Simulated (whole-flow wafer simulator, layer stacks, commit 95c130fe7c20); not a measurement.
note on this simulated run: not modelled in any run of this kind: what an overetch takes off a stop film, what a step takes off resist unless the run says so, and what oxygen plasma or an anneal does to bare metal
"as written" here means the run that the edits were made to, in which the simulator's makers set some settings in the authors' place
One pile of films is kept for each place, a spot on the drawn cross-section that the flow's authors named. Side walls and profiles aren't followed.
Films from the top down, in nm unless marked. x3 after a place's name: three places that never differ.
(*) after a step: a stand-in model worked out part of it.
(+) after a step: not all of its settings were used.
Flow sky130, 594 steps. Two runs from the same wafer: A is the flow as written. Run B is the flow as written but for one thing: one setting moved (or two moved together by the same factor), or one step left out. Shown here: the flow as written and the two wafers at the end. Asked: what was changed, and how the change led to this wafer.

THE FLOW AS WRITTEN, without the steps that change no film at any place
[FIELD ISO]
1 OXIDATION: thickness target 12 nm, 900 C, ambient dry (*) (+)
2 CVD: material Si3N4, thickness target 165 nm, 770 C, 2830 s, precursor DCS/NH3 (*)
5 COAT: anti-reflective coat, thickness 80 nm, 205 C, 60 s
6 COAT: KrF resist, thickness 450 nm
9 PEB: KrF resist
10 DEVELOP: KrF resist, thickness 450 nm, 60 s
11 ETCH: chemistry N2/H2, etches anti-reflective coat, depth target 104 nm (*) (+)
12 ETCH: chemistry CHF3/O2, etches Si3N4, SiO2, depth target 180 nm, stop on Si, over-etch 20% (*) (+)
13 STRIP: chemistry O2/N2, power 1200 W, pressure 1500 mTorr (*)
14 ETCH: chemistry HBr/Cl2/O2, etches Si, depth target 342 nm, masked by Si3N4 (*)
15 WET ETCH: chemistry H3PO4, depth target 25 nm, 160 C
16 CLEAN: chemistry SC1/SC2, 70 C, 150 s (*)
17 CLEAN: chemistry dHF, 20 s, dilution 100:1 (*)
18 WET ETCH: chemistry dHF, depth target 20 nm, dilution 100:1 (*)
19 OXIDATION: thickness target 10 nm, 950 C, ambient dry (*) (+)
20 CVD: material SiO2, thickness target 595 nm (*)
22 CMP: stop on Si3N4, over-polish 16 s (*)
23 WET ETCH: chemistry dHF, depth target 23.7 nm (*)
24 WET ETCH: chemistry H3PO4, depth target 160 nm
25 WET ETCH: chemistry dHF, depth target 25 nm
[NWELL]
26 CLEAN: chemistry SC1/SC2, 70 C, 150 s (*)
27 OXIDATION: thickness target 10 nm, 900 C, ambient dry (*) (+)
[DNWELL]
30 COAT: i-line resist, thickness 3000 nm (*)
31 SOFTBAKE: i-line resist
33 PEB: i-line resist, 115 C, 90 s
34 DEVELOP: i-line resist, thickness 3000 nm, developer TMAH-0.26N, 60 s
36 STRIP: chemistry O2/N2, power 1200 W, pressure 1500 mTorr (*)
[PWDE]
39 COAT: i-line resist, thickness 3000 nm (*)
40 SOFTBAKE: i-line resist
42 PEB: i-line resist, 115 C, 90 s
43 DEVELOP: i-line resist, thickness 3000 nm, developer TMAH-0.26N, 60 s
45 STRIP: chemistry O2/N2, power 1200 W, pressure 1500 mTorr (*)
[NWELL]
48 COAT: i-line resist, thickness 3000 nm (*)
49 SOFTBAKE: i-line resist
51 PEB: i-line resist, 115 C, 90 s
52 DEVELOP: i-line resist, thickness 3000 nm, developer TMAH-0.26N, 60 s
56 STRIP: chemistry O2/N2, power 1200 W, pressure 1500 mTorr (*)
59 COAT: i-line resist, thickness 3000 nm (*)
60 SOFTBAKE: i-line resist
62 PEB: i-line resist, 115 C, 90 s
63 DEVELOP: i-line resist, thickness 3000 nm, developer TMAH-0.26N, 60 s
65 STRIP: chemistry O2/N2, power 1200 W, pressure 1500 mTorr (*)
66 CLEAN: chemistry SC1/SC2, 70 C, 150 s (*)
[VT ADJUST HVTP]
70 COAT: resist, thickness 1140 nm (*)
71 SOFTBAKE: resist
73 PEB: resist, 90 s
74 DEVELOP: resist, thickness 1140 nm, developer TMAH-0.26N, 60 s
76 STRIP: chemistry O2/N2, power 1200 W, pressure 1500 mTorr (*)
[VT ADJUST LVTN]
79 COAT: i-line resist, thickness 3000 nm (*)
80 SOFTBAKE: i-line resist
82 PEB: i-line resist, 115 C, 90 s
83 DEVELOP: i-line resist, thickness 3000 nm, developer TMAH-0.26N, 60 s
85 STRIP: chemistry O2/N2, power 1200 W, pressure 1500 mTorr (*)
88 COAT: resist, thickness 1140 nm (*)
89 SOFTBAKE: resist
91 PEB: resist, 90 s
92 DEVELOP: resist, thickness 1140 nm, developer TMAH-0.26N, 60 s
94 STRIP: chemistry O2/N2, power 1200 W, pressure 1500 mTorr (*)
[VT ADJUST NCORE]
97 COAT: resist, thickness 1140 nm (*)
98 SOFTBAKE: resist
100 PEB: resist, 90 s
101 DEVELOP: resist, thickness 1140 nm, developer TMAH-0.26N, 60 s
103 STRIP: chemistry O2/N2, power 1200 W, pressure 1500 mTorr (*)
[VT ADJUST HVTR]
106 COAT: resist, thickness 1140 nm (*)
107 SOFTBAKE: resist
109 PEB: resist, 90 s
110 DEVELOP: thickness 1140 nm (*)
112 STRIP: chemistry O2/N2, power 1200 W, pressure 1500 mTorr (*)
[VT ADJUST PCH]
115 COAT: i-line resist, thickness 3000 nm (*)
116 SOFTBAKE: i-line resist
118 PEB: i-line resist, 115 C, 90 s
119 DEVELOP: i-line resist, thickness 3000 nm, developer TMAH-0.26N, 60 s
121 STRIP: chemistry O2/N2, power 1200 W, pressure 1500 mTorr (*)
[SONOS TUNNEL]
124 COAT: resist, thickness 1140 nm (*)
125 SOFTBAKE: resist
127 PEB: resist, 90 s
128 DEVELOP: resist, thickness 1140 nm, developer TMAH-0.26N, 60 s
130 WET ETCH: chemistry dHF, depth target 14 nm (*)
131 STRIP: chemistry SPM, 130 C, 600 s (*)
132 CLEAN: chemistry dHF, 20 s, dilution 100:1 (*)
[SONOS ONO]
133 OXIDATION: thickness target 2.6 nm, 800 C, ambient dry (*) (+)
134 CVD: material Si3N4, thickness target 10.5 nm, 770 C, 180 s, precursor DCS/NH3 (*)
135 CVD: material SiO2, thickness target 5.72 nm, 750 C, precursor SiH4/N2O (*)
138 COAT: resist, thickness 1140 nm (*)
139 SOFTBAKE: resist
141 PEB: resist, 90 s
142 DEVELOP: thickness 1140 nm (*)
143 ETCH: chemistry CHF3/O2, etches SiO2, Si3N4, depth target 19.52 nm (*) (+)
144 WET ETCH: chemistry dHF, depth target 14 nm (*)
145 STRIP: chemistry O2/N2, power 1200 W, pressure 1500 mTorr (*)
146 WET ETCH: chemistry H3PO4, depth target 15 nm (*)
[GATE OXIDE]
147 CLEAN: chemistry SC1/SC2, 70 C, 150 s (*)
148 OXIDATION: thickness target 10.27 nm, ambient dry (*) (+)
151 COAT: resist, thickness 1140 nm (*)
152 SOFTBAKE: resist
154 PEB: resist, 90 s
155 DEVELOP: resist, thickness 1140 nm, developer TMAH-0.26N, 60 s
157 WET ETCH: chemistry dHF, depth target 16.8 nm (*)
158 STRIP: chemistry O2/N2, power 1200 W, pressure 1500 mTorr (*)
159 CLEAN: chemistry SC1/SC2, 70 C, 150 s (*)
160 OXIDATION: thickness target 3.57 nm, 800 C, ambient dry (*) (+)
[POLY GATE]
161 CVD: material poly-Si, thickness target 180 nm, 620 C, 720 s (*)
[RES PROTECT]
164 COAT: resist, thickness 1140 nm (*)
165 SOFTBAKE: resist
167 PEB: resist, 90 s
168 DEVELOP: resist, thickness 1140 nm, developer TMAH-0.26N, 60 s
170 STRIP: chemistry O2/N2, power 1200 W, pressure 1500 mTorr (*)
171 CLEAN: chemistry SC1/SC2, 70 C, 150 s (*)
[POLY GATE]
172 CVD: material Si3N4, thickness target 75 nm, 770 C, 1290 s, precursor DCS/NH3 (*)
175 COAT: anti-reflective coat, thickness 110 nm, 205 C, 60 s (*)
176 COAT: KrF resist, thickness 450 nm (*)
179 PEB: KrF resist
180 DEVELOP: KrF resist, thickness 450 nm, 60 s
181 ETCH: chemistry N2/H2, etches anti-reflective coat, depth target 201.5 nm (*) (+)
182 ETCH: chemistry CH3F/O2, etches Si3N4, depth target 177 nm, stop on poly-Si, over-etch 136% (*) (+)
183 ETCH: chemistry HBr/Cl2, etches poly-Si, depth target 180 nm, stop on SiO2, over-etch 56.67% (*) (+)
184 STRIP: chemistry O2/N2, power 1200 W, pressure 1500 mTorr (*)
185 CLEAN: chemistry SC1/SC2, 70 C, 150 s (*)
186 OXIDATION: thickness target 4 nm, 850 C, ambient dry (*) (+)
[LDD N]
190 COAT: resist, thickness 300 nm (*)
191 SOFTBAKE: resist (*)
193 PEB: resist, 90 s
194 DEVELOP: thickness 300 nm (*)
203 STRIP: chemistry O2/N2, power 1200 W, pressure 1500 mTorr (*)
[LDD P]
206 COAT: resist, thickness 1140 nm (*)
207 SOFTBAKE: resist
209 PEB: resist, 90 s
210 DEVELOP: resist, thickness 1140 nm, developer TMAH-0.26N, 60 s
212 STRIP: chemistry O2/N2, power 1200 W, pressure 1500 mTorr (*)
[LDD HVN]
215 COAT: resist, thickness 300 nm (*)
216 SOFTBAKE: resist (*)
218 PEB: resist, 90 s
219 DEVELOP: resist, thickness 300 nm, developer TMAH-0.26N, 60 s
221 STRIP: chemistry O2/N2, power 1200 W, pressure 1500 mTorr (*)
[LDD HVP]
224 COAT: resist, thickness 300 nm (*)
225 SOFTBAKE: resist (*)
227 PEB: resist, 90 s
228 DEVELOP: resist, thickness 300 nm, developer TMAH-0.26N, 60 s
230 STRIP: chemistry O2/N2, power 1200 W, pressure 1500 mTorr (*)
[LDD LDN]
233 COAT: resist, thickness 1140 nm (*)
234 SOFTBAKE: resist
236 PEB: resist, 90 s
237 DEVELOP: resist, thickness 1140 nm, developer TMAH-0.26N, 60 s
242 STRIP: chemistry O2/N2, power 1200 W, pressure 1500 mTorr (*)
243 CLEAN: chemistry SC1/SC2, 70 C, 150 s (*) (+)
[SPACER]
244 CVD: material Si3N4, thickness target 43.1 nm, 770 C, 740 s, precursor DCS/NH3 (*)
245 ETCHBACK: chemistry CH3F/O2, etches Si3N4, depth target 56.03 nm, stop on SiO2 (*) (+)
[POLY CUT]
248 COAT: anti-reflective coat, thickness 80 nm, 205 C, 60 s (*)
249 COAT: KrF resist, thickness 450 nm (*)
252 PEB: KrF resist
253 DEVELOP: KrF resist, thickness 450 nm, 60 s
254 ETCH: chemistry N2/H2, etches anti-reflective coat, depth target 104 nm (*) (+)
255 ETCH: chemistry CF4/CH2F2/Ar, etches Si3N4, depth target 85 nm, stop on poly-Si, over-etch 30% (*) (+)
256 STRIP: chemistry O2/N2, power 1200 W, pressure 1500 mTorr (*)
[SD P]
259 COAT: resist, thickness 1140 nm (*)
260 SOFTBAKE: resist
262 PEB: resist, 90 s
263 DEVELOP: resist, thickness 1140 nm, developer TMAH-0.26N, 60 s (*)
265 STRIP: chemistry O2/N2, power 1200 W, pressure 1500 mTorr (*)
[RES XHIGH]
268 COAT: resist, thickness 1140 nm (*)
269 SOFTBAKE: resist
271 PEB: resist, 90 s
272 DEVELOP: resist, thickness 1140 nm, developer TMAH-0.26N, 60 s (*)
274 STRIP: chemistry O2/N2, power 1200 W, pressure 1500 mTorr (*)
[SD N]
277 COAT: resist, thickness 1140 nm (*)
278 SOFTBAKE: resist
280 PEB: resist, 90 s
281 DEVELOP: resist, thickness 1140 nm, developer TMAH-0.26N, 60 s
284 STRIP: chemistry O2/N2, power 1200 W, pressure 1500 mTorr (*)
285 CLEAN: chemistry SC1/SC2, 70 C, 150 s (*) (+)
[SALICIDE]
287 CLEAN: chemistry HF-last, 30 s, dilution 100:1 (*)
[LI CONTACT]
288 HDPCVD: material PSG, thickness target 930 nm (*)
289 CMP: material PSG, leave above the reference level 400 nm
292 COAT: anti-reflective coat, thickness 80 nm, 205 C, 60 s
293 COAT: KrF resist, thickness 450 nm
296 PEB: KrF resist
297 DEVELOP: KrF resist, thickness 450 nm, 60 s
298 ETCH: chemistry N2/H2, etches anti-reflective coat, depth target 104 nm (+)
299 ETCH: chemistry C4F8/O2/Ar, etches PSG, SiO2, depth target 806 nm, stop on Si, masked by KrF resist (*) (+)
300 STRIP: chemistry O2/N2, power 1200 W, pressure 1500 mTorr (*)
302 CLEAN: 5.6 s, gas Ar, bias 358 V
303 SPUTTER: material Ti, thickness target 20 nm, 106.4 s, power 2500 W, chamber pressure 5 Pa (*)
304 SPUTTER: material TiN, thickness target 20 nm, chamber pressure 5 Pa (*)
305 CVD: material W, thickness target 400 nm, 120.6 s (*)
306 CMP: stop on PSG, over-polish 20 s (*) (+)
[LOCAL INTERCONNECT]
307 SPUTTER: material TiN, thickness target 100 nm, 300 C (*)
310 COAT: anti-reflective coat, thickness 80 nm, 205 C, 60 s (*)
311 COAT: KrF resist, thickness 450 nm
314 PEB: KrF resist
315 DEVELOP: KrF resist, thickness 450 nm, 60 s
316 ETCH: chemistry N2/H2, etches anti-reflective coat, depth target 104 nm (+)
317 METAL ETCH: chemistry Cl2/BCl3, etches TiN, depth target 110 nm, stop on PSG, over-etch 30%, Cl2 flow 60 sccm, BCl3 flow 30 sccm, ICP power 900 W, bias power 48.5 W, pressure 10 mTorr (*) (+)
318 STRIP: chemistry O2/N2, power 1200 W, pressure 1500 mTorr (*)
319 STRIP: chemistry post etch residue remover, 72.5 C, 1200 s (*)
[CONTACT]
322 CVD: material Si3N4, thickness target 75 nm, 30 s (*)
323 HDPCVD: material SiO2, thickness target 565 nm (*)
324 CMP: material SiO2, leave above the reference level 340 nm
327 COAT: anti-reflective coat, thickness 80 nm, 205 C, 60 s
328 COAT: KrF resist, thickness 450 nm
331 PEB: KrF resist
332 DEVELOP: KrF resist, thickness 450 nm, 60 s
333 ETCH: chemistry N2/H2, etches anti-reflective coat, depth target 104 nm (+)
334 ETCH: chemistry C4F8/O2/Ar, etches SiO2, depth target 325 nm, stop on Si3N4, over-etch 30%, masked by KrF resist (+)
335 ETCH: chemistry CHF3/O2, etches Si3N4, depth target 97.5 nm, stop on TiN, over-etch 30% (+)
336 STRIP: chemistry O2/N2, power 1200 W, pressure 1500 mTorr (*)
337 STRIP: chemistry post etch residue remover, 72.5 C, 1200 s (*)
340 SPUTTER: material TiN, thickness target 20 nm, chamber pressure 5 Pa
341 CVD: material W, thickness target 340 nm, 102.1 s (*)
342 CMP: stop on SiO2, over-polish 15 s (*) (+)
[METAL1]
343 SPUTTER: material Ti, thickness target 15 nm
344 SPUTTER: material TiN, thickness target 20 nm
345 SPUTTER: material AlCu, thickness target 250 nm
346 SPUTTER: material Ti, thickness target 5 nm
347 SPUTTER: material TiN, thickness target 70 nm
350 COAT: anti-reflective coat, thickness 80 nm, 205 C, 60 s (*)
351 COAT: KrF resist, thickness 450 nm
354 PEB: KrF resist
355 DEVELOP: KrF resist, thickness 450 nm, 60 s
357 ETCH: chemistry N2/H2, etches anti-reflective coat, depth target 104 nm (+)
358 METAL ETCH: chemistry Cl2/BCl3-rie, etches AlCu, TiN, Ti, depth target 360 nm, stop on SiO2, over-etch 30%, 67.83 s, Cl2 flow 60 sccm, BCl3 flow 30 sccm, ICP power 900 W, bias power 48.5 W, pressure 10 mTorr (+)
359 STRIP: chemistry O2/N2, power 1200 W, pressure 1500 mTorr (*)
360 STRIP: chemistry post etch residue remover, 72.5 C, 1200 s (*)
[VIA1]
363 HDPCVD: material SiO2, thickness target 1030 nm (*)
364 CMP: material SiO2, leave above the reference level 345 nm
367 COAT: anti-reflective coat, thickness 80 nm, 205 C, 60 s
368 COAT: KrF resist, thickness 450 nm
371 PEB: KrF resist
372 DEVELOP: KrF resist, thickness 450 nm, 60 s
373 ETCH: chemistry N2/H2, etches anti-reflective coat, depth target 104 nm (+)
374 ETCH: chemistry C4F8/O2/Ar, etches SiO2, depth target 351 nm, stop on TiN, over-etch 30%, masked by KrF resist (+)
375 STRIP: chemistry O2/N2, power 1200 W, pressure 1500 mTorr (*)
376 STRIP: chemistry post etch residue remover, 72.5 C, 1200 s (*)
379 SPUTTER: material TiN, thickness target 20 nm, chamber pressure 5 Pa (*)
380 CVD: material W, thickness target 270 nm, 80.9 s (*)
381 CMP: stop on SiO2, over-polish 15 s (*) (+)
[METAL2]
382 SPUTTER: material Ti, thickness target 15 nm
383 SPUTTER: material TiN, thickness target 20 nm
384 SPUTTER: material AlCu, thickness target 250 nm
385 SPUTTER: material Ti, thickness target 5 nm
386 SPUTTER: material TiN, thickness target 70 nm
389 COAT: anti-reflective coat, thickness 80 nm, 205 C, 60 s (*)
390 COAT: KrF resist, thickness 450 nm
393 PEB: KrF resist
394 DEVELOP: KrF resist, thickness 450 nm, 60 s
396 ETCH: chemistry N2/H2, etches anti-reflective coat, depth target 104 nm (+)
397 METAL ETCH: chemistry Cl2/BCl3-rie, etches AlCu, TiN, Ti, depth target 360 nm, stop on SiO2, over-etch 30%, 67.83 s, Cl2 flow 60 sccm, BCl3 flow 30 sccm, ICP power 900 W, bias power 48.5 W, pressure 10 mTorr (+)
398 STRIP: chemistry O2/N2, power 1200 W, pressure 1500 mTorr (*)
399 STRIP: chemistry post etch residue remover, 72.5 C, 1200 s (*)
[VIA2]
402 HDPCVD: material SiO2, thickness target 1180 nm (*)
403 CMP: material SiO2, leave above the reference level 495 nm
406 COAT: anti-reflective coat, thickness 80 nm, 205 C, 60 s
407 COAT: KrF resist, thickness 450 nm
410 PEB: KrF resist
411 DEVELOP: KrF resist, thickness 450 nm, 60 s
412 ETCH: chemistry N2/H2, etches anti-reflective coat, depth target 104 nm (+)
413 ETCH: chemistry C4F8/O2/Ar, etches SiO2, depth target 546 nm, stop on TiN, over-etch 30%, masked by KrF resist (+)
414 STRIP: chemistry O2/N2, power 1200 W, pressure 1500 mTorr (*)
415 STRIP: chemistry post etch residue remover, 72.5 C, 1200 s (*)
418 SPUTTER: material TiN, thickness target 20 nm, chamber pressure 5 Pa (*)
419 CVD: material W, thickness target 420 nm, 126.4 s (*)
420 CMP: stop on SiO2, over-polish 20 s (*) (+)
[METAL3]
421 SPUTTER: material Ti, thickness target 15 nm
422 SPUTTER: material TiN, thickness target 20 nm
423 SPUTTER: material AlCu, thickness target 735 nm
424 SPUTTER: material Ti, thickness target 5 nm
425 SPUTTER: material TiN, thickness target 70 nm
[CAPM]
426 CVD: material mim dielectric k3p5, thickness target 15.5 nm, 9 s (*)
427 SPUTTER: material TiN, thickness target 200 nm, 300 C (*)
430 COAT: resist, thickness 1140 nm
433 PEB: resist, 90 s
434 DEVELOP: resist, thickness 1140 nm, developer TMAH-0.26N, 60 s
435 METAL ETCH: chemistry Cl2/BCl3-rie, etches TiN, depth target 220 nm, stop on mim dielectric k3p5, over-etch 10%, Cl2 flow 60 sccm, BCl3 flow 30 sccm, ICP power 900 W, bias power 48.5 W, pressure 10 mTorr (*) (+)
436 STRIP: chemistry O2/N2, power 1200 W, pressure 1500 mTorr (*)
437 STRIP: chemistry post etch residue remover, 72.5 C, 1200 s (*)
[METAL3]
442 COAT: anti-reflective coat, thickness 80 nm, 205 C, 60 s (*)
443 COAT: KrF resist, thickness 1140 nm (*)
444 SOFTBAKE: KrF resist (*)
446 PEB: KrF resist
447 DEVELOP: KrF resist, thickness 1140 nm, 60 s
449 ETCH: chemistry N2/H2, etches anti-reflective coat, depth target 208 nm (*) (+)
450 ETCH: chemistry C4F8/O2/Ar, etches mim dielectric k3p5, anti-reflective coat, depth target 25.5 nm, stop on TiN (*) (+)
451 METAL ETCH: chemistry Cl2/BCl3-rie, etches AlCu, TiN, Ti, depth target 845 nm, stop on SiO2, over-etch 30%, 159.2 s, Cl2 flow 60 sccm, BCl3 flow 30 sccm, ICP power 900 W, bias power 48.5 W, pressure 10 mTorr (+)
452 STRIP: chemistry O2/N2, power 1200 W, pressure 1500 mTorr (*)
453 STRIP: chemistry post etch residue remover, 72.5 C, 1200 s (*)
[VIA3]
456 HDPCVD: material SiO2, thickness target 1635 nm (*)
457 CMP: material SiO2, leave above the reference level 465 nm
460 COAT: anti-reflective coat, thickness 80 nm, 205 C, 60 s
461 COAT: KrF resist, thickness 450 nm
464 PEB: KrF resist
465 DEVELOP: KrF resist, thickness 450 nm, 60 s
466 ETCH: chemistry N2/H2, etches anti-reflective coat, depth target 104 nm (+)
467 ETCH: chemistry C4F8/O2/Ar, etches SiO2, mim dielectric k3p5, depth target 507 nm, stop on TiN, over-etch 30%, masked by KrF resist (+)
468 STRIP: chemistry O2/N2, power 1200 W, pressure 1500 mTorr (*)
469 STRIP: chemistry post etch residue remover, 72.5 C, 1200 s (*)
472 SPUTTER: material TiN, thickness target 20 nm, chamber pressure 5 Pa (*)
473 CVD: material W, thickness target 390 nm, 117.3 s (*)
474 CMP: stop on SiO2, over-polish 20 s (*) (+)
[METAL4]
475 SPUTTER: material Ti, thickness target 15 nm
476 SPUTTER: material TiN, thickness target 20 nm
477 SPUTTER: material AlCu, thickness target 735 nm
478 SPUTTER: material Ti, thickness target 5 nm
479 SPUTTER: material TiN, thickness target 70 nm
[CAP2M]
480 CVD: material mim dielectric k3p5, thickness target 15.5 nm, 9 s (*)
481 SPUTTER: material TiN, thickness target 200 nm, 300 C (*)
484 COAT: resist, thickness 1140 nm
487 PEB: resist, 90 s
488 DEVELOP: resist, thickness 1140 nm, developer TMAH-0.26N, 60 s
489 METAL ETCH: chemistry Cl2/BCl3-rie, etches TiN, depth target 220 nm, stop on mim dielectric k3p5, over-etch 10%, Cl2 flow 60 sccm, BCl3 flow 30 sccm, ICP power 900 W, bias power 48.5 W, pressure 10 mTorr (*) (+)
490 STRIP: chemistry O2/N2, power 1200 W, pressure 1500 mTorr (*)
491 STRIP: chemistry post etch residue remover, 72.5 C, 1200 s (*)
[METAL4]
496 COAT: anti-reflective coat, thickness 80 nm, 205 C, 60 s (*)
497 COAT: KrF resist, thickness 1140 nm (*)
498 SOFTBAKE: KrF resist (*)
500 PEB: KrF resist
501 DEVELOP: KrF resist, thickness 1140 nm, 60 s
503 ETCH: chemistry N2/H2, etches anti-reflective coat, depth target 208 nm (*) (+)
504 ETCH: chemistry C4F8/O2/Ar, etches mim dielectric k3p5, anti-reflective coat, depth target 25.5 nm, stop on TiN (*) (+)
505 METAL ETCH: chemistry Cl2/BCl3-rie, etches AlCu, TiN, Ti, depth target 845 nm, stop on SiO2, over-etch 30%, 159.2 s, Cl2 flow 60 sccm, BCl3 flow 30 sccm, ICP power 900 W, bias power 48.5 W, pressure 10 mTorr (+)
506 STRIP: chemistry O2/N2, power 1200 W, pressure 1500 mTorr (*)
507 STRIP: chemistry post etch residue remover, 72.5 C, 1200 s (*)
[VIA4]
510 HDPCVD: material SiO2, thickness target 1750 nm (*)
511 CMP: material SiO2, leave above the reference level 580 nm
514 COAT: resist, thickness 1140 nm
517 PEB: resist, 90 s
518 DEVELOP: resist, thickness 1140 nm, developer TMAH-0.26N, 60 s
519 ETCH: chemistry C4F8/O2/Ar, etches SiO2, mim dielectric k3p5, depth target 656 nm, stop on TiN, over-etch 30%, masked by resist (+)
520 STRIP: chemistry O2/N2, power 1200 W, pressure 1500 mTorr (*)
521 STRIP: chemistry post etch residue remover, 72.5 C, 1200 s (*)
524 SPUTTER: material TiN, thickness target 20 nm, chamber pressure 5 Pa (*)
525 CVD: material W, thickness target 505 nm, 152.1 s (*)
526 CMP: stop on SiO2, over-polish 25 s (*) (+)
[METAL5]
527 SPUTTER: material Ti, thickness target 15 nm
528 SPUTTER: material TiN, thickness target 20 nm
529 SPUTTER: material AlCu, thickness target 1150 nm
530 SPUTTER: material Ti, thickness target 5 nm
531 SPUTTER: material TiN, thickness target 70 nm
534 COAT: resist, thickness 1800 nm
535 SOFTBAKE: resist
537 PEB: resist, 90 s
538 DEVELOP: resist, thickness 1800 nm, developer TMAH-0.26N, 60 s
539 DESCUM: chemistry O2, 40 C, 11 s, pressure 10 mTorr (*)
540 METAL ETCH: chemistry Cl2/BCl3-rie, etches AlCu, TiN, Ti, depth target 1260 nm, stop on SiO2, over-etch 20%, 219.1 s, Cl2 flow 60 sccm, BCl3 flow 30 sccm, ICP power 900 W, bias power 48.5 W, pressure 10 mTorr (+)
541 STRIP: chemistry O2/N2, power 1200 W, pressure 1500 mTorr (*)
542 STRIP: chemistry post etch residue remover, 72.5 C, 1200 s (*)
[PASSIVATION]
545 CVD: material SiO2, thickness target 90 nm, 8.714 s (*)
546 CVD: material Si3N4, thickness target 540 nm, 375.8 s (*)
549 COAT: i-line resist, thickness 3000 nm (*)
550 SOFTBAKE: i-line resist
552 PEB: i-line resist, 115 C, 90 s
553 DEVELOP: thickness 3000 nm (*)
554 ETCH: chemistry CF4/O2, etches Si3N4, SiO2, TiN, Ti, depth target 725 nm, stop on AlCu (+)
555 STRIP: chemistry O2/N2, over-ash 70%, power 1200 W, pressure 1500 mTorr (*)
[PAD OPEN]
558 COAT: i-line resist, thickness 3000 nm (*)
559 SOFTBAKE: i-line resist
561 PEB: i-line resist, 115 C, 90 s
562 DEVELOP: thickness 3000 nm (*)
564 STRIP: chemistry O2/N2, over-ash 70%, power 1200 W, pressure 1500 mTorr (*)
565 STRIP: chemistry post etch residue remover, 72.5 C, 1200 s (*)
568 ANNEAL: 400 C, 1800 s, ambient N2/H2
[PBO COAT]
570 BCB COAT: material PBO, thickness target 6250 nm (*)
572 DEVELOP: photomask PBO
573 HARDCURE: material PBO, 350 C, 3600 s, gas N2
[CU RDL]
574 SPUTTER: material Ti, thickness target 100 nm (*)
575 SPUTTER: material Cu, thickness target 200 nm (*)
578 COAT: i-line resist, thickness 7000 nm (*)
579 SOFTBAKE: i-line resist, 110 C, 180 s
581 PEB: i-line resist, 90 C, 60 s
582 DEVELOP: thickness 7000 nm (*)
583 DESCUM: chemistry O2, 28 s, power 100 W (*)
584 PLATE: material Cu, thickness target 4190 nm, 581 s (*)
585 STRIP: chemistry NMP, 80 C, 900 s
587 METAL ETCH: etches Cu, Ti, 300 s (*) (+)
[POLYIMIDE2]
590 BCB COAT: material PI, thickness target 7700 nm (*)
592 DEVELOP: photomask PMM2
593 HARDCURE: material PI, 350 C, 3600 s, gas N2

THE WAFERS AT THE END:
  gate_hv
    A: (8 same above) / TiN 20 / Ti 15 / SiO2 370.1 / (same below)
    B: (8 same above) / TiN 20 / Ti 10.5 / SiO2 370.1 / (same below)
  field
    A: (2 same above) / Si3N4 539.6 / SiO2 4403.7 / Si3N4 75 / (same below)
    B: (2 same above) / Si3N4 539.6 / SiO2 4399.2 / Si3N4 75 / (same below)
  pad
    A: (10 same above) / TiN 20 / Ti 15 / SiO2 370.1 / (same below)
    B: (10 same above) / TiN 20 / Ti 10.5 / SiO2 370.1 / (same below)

The cause: step 475, SPUTTER: thickness target 10.5 nm was run, where the flow has thickness target 15 nm.
It can be read off the wafer: gate_hv has Ti 10.5, and step 475 as written asks for 15 nm.

How the change led to this, step by step:
  475 SPUTTER: material Ti, thickness target 15 nm
      field, active, n_well and 189 more: A Ti +15 (new film) | B Ti +10.5 (new film)
  505 METAL ETCH: chemistry Cl2/BCl3-rie, etches AlCu, TiN, Ti, depth target 845 nm, stop on SiO2, over-etch 30%, 159.2 s, Cl2 flow 60 sccm, BCl3 flow 30 sccm, ICP power 900 W, bias power 48.5 W, pressure 10 mTorr (+)
      field, active, gate and 70 more: A TiN -70 (all of it), Ti -5 (all of it), AlCu -735 (all of it), TiN -20 (all of it), Ti -15 (all of it), SiO2 -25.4 | B TiN -70 (all of it), Ti -5 (all of it), AlCu -735 (all of it), TiN -20 (all of it), Ti -10.5 (all of it), SiO2 -25.8
      vpp_iso1, mim_edge_plate, m1_ln and 12 more: A TiN -70 (all of it), Ti -5 (all of it), AlCu -735 (all of it), TiN -20 (all of it), Ti -15 (all of it), SiO2 -25.3 | B TiN -70 (all of it), Ti -5 (all of it), AlCu -735 (all of it), TiN -20 (all of it), Ti -10.5 (all of it), SiO2 -25.8
